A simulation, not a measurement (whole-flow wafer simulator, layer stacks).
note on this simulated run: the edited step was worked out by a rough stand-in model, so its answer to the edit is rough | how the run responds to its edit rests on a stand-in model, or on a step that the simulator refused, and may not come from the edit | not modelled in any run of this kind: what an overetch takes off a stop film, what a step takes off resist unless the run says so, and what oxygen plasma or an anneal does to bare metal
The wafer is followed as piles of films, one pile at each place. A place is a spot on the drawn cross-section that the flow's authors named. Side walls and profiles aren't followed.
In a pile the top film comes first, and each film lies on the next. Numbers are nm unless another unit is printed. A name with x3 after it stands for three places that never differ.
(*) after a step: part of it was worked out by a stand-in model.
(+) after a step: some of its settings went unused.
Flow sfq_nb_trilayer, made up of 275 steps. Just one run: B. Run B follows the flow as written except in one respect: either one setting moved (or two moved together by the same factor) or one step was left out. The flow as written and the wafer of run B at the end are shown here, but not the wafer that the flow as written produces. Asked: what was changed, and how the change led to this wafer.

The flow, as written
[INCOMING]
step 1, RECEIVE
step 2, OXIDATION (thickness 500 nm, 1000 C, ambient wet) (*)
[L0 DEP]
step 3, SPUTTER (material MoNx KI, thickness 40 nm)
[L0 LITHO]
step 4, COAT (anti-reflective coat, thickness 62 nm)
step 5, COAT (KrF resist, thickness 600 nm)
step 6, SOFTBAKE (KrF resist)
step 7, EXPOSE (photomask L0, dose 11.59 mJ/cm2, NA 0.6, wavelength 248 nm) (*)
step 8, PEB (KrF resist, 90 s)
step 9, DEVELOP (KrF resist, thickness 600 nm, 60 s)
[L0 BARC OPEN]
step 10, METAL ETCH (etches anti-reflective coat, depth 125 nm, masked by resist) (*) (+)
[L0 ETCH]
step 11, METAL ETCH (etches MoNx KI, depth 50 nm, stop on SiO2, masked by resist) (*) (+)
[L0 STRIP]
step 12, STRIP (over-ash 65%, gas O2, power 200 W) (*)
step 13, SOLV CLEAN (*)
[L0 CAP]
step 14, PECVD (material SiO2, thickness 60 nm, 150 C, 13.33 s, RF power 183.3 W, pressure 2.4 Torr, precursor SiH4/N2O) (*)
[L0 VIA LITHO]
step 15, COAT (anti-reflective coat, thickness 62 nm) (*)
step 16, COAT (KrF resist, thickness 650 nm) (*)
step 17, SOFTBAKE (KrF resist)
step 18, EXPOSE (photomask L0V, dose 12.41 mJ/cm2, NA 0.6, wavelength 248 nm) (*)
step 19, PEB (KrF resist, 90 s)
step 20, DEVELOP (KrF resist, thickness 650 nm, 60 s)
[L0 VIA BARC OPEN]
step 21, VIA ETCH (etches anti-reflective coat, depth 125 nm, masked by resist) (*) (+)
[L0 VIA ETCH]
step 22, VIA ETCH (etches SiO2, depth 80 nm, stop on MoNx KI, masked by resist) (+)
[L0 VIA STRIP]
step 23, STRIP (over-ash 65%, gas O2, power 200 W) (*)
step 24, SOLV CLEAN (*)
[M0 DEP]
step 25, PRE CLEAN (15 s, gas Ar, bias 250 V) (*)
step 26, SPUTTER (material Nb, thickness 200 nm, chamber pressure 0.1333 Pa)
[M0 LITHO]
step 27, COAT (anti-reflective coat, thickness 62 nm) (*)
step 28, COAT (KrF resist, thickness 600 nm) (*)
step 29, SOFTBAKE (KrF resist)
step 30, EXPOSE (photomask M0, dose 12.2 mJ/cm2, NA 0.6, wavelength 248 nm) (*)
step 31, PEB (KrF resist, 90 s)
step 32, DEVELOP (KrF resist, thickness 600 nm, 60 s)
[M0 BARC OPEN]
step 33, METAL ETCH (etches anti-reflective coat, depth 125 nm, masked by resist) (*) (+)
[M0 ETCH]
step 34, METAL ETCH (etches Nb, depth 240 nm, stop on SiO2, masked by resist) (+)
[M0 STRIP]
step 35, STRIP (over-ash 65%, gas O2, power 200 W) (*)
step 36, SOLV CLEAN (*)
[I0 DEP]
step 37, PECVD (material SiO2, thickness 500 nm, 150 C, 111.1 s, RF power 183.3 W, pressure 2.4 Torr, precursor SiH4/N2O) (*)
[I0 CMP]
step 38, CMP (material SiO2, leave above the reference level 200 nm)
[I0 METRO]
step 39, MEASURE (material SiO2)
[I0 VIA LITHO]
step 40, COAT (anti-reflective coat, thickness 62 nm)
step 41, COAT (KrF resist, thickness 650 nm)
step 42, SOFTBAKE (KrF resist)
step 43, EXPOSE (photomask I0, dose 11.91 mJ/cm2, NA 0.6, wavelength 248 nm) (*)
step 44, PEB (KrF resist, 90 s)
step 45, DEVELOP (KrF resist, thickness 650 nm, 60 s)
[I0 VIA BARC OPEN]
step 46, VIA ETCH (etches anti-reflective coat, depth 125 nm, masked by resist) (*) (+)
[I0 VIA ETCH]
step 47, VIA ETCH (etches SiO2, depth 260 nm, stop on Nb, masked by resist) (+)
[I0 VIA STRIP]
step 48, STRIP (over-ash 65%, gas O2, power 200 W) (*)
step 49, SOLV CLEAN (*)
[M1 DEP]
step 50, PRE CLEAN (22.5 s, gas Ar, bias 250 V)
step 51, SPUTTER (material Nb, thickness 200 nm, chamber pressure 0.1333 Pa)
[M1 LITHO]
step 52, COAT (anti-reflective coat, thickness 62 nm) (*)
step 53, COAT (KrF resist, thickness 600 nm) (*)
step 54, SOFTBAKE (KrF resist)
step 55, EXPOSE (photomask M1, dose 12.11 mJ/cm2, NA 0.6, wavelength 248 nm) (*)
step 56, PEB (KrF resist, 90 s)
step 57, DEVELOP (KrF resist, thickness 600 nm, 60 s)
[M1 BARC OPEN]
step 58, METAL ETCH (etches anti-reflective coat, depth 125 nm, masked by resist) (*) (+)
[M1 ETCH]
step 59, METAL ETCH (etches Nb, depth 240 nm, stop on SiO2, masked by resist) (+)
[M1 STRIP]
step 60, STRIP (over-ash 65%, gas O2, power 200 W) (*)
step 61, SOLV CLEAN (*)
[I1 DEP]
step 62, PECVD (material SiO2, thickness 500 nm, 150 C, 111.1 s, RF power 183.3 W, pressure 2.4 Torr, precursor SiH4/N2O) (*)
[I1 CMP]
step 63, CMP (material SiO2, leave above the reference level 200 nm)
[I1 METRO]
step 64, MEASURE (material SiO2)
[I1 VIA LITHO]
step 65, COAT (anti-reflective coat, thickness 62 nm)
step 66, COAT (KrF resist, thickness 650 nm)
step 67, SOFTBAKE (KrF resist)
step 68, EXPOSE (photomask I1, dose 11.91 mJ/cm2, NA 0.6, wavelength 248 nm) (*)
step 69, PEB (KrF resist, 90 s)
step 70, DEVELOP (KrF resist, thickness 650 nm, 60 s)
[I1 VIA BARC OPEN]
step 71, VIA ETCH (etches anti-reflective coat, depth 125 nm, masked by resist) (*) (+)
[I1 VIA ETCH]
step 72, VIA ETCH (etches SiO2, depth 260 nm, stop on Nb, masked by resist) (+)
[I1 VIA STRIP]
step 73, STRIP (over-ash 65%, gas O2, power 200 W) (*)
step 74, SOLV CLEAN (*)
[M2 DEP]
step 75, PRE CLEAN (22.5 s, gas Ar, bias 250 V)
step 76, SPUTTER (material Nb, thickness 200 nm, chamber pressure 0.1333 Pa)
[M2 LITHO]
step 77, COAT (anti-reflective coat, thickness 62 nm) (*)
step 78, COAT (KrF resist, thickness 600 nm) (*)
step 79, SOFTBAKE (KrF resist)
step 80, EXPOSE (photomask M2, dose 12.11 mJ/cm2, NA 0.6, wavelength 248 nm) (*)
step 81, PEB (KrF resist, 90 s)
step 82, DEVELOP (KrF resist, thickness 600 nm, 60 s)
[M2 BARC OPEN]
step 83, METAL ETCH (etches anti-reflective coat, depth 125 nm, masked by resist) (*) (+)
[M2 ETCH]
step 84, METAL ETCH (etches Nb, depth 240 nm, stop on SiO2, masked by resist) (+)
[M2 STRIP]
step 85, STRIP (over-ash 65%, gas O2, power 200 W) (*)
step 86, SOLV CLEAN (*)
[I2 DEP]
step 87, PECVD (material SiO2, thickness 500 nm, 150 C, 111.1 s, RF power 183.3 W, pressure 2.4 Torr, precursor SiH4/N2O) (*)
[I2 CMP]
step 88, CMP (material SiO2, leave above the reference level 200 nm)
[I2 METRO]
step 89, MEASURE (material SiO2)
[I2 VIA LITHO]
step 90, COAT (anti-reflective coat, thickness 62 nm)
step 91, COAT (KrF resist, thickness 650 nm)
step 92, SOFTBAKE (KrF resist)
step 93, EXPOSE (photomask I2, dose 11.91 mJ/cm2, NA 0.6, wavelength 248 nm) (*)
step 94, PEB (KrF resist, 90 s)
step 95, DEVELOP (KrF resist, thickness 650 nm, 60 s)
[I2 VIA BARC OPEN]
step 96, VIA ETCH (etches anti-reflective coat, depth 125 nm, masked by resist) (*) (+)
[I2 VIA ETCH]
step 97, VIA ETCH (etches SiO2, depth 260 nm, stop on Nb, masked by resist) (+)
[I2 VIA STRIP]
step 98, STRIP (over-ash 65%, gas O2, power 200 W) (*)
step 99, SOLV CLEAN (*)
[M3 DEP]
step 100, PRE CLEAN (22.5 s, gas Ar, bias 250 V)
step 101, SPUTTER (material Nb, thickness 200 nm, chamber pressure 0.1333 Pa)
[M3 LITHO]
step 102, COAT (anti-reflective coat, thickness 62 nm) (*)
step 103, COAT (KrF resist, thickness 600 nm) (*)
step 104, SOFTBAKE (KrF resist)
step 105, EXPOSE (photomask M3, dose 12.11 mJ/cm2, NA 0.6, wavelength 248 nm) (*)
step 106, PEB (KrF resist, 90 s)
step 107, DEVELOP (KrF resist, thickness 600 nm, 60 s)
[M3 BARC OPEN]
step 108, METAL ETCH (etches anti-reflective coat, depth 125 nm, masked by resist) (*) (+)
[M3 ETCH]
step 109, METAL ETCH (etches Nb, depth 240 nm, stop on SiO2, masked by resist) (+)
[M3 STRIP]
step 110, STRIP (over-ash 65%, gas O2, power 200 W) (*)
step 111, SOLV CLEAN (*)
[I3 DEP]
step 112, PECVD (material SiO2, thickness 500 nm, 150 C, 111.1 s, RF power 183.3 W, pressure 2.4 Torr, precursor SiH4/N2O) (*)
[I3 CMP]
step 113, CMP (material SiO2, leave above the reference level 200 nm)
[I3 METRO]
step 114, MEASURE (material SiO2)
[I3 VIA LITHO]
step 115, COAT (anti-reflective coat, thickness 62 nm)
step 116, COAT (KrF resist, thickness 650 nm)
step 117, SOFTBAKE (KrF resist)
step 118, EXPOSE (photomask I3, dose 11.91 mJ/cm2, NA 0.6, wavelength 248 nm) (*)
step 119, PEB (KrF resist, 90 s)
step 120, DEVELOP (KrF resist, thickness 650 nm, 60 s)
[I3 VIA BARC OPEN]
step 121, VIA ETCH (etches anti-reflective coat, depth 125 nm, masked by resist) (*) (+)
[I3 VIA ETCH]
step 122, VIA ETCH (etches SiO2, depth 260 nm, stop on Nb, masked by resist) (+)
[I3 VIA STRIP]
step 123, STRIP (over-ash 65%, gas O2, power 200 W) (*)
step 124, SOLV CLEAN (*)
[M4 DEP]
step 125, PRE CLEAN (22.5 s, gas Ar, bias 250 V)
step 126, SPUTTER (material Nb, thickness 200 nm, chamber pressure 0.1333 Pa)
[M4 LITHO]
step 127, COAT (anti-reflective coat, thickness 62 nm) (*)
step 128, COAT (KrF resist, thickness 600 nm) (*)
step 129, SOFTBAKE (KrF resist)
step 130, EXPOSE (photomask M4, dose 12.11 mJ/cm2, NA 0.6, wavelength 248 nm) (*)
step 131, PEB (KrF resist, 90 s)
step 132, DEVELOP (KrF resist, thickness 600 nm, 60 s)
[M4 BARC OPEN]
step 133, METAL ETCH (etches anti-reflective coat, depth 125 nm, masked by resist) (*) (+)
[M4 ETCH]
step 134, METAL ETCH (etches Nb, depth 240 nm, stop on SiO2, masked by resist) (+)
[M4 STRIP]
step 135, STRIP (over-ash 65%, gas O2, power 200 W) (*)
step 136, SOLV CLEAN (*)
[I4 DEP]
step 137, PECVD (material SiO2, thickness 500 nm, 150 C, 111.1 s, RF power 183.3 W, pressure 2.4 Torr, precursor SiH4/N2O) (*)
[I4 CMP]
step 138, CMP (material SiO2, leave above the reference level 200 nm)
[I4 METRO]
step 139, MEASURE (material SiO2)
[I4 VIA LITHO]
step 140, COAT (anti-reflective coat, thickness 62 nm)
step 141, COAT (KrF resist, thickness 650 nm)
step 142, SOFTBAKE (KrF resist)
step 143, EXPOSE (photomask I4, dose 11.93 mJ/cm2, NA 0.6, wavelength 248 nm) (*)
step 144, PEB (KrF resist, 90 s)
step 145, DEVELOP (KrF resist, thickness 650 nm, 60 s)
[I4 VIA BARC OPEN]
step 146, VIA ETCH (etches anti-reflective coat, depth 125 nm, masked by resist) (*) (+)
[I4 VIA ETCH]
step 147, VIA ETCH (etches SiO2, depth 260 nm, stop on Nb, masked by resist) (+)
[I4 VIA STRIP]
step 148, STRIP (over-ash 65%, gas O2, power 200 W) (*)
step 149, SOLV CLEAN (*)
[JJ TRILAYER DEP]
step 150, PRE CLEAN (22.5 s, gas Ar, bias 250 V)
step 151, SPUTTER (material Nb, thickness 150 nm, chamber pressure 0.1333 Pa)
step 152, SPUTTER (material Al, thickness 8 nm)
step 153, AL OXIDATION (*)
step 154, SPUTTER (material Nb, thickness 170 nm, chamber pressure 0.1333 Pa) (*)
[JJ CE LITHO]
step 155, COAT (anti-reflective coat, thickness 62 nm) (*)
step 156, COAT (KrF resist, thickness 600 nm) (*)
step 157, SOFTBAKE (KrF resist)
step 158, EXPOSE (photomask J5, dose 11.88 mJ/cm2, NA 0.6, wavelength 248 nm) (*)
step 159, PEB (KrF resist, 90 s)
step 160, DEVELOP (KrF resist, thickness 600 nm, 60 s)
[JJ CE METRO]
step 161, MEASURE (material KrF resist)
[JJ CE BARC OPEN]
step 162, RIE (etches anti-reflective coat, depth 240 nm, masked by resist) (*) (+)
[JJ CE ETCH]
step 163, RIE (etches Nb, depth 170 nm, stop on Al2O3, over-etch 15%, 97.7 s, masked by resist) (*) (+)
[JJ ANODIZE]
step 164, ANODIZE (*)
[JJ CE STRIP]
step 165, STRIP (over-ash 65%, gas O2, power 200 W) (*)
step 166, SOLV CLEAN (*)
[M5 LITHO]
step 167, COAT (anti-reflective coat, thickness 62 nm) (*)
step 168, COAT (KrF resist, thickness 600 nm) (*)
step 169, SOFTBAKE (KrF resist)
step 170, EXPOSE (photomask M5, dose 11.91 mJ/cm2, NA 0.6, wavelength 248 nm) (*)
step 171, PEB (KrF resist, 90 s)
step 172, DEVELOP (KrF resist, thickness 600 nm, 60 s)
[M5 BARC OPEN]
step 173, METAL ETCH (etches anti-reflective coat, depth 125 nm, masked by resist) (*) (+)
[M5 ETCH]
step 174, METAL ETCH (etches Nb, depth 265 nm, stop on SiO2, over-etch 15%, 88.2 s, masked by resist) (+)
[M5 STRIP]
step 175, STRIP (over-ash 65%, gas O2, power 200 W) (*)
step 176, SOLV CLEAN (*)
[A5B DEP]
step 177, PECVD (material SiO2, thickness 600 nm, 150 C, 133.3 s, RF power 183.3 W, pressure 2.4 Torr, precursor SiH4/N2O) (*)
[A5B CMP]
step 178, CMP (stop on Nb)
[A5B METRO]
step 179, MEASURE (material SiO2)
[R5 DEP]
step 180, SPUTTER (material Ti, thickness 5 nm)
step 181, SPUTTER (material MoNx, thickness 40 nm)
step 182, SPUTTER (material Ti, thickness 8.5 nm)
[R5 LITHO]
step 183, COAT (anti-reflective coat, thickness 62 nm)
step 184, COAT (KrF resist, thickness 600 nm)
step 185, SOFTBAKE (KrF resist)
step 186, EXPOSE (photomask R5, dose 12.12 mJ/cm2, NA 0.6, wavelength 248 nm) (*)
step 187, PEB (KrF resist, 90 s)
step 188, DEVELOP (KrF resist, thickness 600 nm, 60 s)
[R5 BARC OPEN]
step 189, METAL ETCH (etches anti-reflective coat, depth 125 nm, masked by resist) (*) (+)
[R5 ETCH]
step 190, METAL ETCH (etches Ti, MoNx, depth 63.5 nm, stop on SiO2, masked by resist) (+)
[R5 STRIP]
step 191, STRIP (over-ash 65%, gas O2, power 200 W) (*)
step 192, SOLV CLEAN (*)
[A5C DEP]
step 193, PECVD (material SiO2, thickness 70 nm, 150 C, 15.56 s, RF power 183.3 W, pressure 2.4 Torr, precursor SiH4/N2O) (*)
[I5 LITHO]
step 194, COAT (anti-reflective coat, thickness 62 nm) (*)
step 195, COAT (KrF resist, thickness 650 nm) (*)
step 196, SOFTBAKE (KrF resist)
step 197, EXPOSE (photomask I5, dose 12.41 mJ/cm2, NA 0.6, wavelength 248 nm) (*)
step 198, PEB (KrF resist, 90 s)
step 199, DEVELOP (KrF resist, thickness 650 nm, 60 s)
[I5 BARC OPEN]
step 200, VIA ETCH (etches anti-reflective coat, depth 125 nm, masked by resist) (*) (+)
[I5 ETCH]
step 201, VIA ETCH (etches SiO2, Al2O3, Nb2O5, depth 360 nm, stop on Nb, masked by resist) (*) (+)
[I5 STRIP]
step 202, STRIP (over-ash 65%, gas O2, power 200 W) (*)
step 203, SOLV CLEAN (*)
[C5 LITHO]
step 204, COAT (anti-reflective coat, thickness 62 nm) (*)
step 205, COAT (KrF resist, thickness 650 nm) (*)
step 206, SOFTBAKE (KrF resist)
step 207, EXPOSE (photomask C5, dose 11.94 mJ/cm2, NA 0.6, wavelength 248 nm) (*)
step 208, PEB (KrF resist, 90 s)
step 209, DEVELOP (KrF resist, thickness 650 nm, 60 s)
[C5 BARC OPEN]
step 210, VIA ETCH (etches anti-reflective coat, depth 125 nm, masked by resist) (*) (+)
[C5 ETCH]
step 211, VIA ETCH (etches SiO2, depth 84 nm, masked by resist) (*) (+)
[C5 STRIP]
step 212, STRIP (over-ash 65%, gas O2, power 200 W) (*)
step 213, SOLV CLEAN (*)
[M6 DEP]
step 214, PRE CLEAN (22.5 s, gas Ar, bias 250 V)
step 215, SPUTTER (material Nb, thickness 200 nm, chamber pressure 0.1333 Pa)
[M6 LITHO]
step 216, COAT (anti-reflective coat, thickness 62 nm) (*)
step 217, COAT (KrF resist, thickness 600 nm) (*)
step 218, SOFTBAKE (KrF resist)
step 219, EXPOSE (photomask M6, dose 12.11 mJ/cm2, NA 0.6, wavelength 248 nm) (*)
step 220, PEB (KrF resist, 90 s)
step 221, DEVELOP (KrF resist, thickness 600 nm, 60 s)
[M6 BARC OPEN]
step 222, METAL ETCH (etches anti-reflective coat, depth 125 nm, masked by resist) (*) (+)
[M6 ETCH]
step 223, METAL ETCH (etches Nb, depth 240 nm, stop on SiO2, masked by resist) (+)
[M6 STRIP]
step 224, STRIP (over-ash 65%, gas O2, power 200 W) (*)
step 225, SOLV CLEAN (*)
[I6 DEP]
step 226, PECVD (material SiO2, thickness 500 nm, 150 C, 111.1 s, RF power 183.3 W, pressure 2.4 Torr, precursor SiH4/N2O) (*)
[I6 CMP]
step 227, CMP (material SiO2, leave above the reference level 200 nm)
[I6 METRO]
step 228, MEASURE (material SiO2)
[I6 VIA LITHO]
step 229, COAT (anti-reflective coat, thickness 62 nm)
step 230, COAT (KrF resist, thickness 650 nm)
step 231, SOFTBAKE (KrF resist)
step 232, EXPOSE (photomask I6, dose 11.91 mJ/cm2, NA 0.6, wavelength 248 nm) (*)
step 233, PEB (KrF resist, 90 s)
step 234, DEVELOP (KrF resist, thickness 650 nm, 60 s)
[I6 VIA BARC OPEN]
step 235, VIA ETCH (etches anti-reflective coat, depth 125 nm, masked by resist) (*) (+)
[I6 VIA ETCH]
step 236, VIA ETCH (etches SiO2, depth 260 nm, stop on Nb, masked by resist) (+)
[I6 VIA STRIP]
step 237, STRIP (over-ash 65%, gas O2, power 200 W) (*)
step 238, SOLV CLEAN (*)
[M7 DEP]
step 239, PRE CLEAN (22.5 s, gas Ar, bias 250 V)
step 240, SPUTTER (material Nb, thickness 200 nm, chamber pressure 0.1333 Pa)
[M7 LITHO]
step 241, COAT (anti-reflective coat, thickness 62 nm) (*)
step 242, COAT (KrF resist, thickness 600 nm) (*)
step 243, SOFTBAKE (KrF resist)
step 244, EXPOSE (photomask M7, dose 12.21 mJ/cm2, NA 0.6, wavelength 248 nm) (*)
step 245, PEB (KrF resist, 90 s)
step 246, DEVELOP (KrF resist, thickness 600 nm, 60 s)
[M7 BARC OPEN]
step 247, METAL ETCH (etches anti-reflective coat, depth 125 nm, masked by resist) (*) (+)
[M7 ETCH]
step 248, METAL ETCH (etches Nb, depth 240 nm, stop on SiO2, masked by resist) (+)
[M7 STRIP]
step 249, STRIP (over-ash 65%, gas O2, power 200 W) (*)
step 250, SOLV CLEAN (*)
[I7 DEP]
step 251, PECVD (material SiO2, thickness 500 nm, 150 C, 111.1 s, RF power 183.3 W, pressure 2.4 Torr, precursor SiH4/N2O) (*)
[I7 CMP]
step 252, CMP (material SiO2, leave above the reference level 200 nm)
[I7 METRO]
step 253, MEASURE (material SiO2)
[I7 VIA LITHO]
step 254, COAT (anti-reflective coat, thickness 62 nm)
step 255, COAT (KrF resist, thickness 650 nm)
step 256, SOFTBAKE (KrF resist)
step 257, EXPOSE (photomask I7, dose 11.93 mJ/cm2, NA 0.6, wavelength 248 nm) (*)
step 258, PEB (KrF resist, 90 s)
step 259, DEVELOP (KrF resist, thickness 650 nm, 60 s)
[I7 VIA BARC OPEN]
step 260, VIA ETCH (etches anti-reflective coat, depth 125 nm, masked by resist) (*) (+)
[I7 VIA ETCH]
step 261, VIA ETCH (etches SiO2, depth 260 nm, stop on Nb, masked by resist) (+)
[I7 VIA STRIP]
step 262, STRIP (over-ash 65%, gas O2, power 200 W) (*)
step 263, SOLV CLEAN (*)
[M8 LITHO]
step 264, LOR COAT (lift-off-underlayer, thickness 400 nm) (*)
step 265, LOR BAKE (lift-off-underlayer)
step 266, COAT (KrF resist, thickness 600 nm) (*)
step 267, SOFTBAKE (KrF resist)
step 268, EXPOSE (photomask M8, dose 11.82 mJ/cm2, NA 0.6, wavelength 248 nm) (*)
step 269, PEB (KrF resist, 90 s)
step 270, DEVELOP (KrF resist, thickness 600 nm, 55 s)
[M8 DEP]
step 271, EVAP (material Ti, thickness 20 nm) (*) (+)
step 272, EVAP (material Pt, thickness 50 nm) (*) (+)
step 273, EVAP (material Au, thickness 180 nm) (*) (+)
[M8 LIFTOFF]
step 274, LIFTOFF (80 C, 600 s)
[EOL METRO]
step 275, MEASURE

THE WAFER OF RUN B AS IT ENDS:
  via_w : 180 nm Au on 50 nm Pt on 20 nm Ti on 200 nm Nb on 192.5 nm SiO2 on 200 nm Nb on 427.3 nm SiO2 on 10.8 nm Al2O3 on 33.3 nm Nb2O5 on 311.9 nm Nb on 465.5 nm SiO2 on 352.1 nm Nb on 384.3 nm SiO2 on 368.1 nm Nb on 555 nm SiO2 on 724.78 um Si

What caused this: step 62, PECVD: thickness 350 nm was run, while the flow as written has thickness 500 nm; step 62, PECVD: 77.78 s was run, where the flow has 111.1 s.

The path from the change to this, step by step:
  step 62, PECVD (material SiO2, thickness 500 nm, 150 C, 111.1 s, RF power 183.3 W, pressure 2.4 Torr, precursor SiH4/N2O) (*)
      field_l, be, be_sur and 72 more: +350 SiO2 (as written it would have been: +500 SiO2)
      v_sur, via_wl, via_wr and 20 more: +350 SiO2 (new film) (as written it would have been: +500 SiO2 (new film))
      (and at 8 other places as well)
  step 63, CMP (material SiO2, leave above the reference level 200 nm)
      field_l, be, be_sur and 72 more: nothing (as written it would have been: -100 SiO2)
      lsp_m, ln_m6, lsp_r, l0_sur, l0v: nothing (as written it would have been: -94.9 SiO2)
      (and at 26 other places as well)
  step 65, COAT (anti-reflective coat, thickness 62 nm)
      m0r_line_l, m0r_line_r, m5r_line_l, m5r_line_r, m6r_line_l, m6r_line_r, m7r_line_l, m7r_line_r: +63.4 anti-reflective coat (new film) (as written it would have been: +62 anti-reflective coat (new film))
      m0r_space_l, m6r_space_l, m7r_space_l: +69 anti-reflective coat (new film) (as written it would have been: +62 anti-reflective coat (new film))
      (and at 50 other places as well)
  step 66, COAT (KrF resist, thickness 650 nm)
      v_sur: +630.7 KrF resist (new film) (as written it would have been: +650 KrF resist (new film))
      via_wl: +634 KrF resist (new film) (as written it would have been: +650 KrF resist (new film))
      (and at 10 other places as well)
  step 70, DEVELOP (KrF resist, thickness 650 nm, 60 s)
      via_v: -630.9 KrF resist (all of it) (as written it would have been: -648.6 KrF resist (all of it))
  step 71, VIA ETCH (etches anti-reflective coat, depth 125 nm, masked by resist) (*) (+)
      field_l, v_sur, via_wl and 102 more: -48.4 KrF resist (as written it would have been: -51.7 KrF resist)
      via_v: -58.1 anti-reflective coat (all of it), -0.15 SiO2 (as written it would have been: -62 anti-reflective coat (all of it), -0.16 SiO2)
  step 73, STRIP (over-ash 65%, gas O2, power 200 W) (*)
      m0r_line_l, m0r_line_r, m6r_line_l, m6r_line_r, m7r_line_l, m7r_line_r: -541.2 KrF resist (all of it), -63.4 anti-reflective coat (all of it) (as written it would have been: -528.6 KrF resist (all of it), -62 anti-reflective coat (all of it))
      m0r_space_l, m6r_space_l, m7r_space_l: -537.5 KrF resist (all of it), -69 anti-reflective coat (all of it) (as written it would have been: -528.6 KrF resist (all of it), -62 anti-reflective coat (all of it))
      (and at 52 other places as well)
  step 77, COAT (anti-reflective coat, thickness 62 nm) (*)
      m0r_space_l, m6r_space_l, m7r_space_l: +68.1 anti-reflective coat (new film) (as written it would have been: +62 anti-reflective coat (new film))
      m0r_space_r, m6r_space_r, m7r_space_r: +67.9 anti-reflective coat (new film) (as written it would have been: +62 anti-reflective coat (new film))
      (and at 47 other places as well)
  step 78, COAT (KrF resist, thickness 600 nm) (*)
      v_sur: +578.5 KrF resist (new film) (as written it would have been: +597.7 KrF resist (new film))
      via_wl: +580.2 KrF resist (new film) (as written it would have been: +597.1 KrF resist (new film))
      (and at 11 other places as well)
  step 82, DEVELOP (KrF resist, thickness 600 nm, 60 s)
      ln_m5: -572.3 KrF resist (all of it) (as written it would have been: -598.3 KrF resist (all of it))
      wl_d_sl: -615.6 KrF resist (all of it) (as written it would have been: -598.7 KrF resist (all of it))
      (and at 5 other places as well)
  step 83, METAL ETCH (etches anti-reflective coat, depth 125 nm, masked by resist) (*) (+)
      m0r_space_l, m6r_space_l, m7r_space_l: -68.1 anti-reflective coat (all of it) (as written it would have been: -62 anti-reflective coat (all of it))
      m0r_space_r, m6r_space_r, m7r_space_r: -67.9 anti-reflective coat (all of it) (as written it would have been: -62 anti-reflective coat (all of it))
      (and at 32 other places as well)
  step 85, STRIP (over-ash 65%, gas O2, power 200 W) (*)
      v_sur: -360 KrF resist (all of it), -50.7 anti-reflective coat (all of it) (as written it would have been: -380 KrF resist (all of it), -61.4 anti-reflective coat (all of it))
      via_wl: -361.7 KrF resist (all of it), -50.8 anti-reflective coat (all of it) (as written it would have been: -379.5 KrF resist (all of it), -61.3 anti-reflective coat (all of it))
      (and at 13 other places as well)
  step 88, CMP (material SiO2, leave above the reference level 200 nm)
      field_l, be, be_sur and 79 more: -50 SiO2 (as written it would have been: -100 SiO2)
      via_w: -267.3 SiO2 (as written it would have been: -300 SiO2)
  step 97, VIA ETCH (etches SiO2, depth 260 nm, stop on Nb, masked by resist) (+)
      via_w: -232.5 SiO2 (all of it) (as written it would have been: -199.8 SiO2 (all of it))
  step 101, SPUTTER (material Nb, thickness 200 nm, chamber pressure 0.1333 Pa)
      via_w: +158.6 Nb (as written it would have been: +165.5 Nb)
  step 102, COAT (anti-reflective coat, thickness 62 nm) (*)
      via_wl, via_wr: +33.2 anti-reflective coat (new film) (as written it would have been: +34.2 anti-reflective coat (new film))
      via_w: +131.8 anti-reflective coat (new film) (as written it would have been: +124.8 anti-reflective coat (new film))
  ... 2 further steps ...
  step 112, PECVD (material SiO2, thickness 500 nm, 150 C, 111.1 s, RF power 183.3 W, pressure 2.4 Torr, precursor SiH4/N2O) (*)
      via_w: +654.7 SiO2 (new film) (as written it would have been: +615 SiO2 (new film))
